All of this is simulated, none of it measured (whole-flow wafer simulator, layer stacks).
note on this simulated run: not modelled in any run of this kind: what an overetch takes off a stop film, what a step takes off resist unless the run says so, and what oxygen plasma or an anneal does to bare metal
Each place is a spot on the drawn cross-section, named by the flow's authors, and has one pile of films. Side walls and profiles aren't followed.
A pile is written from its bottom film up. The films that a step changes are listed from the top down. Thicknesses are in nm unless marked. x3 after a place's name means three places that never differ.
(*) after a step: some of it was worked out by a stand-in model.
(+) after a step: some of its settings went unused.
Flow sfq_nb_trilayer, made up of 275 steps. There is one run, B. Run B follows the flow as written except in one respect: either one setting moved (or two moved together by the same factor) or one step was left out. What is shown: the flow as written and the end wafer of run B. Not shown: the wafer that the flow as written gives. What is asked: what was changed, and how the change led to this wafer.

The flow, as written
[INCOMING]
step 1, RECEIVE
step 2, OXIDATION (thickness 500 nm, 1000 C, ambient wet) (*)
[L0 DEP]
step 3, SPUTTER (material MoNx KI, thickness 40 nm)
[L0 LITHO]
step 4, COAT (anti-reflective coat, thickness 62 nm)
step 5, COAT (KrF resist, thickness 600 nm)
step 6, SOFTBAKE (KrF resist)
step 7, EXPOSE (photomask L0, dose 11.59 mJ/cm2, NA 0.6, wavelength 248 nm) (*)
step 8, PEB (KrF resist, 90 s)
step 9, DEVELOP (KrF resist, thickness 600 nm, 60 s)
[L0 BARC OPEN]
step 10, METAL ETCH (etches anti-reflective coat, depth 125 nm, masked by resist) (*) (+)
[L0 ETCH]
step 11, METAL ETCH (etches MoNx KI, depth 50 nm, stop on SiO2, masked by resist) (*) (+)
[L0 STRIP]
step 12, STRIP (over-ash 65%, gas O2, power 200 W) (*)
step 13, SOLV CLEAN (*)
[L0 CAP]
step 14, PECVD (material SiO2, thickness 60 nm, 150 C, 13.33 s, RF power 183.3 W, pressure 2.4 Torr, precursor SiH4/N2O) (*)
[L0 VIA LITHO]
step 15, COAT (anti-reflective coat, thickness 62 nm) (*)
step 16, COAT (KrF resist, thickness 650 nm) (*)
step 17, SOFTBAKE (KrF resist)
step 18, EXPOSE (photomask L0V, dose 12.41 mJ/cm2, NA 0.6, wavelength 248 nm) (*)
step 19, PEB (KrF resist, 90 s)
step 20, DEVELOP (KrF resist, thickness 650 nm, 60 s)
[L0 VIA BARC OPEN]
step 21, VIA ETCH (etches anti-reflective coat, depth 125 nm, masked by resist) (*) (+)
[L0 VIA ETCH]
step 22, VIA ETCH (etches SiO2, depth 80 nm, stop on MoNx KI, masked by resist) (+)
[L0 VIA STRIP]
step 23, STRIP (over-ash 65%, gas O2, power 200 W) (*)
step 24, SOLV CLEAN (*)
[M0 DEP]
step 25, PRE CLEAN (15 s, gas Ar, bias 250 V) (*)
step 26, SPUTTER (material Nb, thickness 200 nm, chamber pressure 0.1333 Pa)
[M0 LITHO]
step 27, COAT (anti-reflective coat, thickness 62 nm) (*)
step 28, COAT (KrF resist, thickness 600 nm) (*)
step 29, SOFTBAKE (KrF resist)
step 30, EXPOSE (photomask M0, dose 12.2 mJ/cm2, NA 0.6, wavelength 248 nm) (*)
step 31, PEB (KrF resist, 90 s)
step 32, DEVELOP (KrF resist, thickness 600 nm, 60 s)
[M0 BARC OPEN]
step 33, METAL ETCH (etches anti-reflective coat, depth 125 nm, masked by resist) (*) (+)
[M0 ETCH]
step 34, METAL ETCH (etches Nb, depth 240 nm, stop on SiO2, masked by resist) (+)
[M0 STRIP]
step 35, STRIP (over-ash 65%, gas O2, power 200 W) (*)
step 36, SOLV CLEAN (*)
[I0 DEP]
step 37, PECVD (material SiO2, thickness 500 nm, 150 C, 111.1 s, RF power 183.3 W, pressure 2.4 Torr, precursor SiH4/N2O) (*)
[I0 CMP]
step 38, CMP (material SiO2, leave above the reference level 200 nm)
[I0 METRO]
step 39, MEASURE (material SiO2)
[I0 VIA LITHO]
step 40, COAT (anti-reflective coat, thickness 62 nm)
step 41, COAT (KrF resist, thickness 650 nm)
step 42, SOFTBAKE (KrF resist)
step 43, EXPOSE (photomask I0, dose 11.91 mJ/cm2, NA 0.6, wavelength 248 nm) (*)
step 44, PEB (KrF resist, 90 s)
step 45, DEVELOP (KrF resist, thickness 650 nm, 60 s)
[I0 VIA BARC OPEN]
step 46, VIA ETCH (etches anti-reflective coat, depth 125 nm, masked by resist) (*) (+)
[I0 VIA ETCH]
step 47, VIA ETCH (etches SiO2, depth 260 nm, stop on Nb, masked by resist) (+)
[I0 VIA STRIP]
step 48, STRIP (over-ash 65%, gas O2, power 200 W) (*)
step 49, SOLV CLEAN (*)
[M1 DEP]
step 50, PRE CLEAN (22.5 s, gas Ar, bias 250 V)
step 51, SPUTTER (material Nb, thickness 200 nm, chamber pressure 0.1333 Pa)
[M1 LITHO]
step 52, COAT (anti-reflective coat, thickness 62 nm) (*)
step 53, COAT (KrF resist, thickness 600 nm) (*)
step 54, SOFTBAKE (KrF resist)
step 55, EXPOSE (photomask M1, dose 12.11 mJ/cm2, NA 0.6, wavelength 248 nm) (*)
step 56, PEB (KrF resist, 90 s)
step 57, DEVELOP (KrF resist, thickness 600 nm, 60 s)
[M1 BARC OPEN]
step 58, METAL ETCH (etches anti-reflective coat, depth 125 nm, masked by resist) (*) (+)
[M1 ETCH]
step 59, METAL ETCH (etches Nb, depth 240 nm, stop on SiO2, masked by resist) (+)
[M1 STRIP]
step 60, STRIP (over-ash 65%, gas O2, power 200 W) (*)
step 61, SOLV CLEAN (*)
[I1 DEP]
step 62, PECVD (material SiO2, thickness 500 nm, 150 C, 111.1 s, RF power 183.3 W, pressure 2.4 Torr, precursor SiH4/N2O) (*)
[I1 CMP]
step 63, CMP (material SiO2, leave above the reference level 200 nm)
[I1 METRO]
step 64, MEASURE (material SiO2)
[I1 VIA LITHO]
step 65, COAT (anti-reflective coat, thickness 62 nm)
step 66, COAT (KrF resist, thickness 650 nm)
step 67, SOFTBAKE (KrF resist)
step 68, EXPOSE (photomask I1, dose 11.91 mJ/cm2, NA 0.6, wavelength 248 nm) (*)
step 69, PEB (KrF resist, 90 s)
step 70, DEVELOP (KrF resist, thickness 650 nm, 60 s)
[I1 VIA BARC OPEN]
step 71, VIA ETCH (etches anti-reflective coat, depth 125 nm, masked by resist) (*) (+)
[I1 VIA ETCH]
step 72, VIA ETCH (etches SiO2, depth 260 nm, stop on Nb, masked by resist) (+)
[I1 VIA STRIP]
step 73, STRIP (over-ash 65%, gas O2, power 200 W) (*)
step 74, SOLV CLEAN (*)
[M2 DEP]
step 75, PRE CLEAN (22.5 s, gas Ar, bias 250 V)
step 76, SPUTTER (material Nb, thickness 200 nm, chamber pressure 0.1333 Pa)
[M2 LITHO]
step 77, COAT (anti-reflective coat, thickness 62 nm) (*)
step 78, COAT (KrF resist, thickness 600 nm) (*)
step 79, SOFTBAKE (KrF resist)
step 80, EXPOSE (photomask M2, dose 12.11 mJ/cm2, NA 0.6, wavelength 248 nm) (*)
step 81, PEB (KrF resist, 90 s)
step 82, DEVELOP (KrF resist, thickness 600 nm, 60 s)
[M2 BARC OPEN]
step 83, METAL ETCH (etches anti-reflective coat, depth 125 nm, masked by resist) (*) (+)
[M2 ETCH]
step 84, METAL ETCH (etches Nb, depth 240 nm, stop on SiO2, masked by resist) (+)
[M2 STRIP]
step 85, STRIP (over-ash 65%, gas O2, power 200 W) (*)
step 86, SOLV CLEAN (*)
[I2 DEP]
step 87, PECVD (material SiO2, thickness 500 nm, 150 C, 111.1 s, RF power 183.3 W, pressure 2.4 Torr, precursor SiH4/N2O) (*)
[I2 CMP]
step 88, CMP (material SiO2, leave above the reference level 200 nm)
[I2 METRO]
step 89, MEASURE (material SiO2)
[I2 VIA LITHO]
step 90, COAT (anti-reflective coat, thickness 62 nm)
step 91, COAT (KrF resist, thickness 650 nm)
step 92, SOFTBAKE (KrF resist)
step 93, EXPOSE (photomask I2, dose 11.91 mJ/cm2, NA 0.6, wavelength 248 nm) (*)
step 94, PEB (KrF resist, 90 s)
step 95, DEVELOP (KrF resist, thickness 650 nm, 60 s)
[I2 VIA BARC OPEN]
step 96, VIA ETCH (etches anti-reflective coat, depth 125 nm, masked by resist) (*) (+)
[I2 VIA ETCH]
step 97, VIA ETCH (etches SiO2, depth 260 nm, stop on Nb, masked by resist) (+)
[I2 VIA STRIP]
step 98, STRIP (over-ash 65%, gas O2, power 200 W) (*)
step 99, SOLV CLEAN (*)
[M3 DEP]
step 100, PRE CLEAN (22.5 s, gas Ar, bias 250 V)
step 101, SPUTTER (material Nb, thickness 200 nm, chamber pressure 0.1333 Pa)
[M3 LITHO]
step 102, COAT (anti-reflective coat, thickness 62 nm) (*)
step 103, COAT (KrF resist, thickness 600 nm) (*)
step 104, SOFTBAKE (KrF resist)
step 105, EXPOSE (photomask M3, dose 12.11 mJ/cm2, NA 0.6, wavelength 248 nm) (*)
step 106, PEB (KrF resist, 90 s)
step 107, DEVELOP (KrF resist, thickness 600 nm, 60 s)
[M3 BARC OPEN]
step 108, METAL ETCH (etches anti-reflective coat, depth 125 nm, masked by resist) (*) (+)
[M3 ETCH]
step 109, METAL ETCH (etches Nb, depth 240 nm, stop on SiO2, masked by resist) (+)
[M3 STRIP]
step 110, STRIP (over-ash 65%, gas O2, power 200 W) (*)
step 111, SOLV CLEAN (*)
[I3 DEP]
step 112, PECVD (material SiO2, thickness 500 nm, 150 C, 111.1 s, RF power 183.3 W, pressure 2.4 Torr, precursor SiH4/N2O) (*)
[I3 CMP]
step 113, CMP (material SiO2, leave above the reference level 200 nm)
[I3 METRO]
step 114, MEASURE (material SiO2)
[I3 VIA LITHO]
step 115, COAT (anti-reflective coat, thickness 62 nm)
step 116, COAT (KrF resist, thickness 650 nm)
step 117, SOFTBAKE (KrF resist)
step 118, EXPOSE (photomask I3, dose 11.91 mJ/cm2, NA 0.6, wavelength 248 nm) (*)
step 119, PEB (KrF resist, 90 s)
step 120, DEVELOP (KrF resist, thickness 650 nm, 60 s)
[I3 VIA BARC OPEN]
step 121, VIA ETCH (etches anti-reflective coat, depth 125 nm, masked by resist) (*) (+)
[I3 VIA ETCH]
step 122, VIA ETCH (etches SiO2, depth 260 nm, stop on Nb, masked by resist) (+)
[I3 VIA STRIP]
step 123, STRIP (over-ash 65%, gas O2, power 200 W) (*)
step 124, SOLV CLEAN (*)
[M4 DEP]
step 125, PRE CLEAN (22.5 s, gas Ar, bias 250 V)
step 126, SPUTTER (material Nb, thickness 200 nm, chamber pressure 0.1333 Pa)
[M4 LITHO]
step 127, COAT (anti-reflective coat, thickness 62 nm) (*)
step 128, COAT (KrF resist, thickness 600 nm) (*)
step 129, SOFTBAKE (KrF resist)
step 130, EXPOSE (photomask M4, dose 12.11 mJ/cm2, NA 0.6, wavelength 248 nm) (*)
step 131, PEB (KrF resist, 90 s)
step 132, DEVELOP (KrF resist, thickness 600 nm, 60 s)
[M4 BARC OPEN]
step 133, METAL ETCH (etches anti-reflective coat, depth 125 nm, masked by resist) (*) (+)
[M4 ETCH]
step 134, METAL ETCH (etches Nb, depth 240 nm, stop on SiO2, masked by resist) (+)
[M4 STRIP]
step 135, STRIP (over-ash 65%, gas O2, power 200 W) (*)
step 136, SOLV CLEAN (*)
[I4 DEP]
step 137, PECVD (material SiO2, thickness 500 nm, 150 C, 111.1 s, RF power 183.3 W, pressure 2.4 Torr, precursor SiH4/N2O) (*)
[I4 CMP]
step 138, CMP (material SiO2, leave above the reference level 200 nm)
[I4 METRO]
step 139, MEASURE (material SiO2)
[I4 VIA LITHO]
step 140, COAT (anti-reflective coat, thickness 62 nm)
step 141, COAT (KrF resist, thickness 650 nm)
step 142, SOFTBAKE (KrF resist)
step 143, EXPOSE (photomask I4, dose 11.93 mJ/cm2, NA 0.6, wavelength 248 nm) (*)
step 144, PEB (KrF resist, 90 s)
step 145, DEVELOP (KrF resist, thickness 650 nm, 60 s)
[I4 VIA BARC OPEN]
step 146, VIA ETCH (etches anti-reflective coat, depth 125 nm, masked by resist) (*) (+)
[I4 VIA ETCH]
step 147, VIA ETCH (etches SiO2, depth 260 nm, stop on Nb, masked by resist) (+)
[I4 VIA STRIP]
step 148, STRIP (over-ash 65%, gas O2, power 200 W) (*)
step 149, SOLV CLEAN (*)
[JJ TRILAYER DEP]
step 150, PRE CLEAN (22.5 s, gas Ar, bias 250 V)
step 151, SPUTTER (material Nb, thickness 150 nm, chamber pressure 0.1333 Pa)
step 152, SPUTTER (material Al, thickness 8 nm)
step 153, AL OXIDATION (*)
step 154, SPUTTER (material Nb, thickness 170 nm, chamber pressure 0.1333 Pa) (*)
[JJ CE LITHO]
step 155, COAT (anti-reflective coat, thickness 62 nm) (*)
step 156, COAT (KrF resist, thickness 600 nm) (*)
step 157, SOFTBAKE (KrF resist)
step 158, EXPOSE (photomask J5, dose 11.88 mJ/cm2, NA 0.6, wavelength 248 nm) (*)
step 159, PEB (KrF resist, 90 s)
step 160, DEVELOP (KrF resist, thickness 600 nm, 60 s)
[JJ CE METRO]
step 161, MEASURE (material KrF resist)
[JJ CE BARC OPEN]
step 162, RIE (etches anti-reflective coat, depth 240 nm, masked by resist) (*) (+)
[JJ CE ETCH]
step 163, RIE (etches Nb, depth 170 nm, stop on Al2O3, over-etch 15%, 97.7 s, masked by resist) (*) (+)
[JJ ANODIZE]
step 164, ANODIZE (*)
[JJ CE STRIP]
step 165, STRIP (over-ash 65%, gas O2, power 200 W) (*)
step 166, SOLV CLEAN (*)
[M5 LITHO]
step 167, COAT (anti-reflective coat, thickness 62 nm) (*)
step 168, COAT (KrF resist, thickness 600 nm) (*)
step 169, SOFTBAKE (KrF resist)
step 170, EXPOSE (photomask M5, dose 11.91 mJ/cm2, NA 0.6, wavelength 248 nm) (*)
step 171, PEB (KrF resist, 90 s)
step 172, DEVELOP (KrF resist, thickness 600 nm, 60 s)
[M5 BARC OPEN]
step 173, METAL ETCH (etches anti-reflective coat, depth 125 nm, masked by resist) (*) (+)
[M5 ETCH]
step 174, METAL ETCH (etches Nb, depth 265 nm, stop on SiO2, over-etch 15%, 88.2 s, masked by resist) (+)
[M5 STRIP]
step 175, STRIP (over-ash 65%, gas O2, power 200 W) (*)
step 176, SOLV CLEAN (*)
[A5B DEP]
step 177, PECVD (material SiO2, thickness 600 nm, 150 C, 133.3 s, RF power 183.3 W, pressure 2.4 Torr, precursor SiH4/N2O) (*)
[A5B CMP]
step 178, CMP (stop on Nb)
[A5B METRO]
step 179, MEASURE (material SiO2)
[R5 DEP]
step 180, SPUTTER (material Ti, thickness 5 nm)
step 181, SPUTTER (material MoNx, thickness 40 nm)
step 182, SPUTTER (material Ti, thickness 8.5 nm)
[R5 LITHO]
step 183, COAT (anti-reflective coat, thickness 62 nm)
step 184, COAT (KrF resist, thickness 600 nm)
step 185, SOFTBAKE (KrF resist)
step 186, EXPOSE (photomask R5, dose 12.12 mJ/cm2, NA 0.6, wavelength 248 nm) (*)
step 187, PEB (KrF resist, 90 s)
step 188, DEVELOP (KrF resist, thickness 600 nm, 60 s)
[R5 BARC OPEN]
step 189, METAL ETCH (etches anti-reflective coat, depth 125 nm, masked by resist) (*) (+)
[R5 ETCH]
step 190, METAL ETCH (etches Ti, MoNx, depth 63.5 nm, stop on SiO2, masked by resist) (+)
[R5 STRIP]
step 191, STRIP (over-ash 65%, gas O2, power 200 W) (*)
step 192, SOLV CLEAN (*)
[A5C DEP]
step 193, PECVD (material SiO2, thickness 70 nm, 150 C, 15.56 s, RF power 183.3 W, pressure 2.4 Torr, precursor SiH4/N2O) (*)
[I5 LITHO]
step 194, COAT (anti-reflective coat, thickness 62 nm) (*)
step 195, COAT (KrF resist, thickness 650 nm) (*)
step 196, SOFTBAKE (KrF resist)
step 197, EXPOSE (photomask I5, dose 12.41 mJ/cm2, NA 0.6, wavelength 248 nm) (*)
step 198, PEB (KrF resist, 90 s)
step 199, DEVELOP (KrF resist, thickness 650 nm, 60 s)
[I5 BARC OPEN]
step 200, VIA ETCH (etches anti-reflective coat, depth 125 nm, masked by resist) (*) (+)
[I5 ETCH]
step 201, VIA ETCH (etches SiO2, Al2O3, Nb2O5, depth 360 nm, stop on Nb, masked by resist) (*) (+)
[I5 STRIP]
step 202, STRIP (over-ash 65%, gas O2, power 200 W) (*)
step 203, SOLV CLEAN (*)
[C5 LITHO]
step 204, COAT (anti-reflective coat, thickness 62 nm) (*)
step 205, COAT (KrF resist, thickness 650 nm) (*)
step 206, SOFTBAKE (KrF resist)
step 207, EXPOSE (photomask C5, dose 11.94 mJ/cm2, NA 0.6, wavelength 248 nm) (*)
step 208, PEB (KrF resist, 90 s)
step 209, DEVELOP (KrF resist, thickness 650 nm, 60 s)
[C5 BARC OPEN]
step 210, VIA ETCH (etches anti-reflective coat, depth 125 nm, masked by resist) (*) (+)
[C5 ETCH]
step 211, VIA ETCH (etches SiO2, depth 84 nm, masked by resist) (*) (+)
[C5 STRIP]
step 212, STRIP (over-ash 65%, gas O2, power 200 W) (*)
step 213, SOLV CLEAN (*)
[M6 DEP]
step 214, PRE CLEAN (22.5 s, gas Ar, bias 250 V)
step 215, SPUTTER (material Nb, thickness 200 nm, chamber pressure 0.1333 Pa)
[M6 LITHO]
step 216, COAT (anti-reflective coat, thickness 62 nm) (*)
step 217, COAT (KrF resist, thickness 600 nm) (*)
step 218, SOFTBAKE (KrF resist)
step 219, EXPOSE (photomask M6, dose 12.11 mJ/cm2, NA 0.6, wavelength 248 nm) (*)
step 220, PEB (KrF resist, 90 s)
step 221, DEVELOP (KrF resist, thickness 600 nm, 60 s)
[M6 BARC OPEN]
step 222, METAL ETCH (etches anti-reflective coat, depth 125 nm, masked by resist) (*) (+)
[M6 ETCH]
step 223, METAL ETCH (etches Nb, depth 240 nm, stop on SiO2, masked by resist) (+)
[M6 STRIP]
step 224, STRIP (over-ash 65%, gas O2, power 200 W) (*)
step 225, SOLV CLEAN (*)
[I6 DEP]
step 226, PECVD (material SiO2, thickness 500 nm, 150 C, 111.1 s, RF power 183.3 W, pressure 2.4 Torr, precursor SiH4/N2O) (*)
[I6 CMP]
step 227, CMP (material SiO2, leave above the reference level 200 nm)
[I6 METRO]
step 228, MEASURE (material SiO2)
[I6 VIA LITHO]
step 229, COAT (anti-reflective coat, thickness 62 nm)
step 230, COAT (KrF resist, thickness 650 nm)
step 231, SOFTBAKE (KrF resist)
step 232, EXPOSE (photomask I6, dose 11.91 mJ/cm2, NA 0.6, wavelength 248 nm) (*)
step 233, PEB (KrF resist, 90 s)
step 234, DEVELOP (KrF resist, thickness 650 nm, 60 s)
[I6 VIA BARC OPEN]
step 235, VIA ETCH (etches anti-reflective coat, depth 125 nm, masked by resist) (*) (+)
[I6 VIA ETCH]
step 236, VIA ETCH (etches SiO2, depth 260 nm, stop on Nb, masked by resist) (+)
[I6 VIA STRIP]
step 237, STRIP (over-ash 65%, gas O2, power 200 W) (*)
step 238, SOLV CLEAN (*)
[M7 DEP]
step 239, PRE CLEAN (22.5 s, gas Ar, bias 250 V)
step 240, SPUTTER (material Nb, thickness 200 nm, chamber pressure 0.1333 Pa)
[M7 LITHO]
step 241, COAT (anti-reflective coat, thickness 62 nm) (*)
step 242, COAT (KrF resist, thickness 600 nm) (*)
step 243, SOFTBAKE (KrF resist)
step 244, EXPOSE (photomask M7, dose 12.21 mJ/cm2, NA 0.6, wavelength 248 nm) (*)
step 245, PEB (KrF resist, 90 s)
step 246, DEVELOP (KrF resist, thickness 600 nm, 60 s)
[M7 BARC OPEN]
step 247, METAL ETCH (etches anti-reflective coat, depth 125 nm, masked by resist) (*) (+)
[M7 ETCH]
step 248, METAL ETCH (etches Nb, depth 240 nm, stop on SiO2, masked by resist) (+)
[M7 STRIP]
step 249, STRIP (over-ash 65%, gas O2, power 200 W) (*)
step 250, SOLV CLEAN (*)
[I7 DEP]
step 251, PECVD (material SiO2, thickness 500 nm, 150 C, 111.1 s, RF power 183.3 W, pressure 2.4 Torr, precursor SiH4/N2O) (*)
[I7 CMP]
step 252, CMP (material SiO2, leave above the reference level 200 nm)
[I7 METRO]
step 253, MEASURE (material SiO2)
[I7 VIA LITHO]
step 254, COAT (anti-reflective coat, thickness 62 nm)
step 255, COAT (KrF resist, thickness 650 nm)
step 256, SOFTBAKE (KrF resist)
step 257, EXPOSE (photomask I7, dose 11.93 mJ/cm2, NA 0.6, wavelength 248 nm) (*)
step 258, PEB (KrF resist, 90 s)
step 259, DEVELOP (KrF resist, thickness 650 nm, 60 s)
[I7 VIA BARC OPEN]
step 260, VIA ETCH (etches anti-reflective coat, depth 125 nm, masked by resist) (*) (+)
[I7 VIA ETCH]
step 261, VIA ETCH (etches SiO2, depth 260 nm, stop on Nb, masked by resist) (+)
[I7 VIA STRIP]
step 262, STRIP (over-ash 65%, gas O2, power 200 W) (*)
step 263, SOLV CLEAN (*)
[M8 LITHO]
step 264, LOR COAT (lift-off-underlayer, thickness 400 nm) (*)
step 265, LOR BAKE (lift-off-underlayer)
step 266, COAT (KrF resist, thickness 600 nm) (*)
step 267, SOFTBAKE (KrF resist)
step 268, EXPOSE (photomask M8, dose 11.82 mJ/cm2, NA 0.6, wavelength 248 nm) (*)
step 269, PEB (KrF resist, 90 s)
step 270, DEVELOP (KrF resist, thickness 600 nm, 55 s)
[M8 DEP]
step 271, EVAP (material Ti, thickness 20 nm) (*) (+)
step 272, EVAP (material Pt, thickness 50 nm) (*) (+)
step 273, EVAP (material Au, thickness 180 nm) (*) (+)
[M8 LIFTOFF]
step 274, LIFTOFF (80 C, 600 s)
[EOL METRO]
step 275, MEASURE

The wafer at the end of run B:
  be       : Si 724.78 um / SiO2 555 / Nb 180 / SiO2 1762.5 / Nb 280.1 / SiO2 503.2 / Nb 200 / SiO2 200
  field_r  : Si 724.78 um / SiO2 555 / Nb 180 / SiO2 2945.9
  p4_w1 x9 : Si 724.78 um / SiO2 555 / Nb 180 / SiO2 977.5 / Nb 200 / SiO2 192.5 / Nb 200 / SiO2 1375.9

Cause: step 26, SPUTTER: thickness 180 nm was run, though the flow has thickness 200 nm.
The wafer itself shows it: be has Nb 180, and step 26 as written asks for 200 nm.

The path from the change to this, step by step:
  step 26, SPUTTER (material Nb, thickness 200 nm, chamber pressure 0.1333 Pa)
      field_l, v_sur, via_wl and 102 more: Nb gains 180 (new film) (in the flow as written it would be: Nb gains 200 (new film))
      l0v: Nb gains 175.7 (new film) (in the flow as written it would be: Nb gains 195.7 (new film))
  step 34, METAL ETCH (etches Nb, depth 240 nm, stop on SiO2, masked by resist) (+)
      moat, m0r_space_l x2: Nb loses 180 (all of it) (in the flow as written it would be: Nb loses 200 (all of it))
  step 37, PECVD (material SiO2, thickness 500 nm, 150 C, 111.1 s, RF power 183.3 W, pressure 2.4 Torr, precursor SiH4/N2O) (*)
      moat, m0r_space_l x2: SiO2 gains 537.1 (in the flow as written it would be: SiO2 gains 557.1)
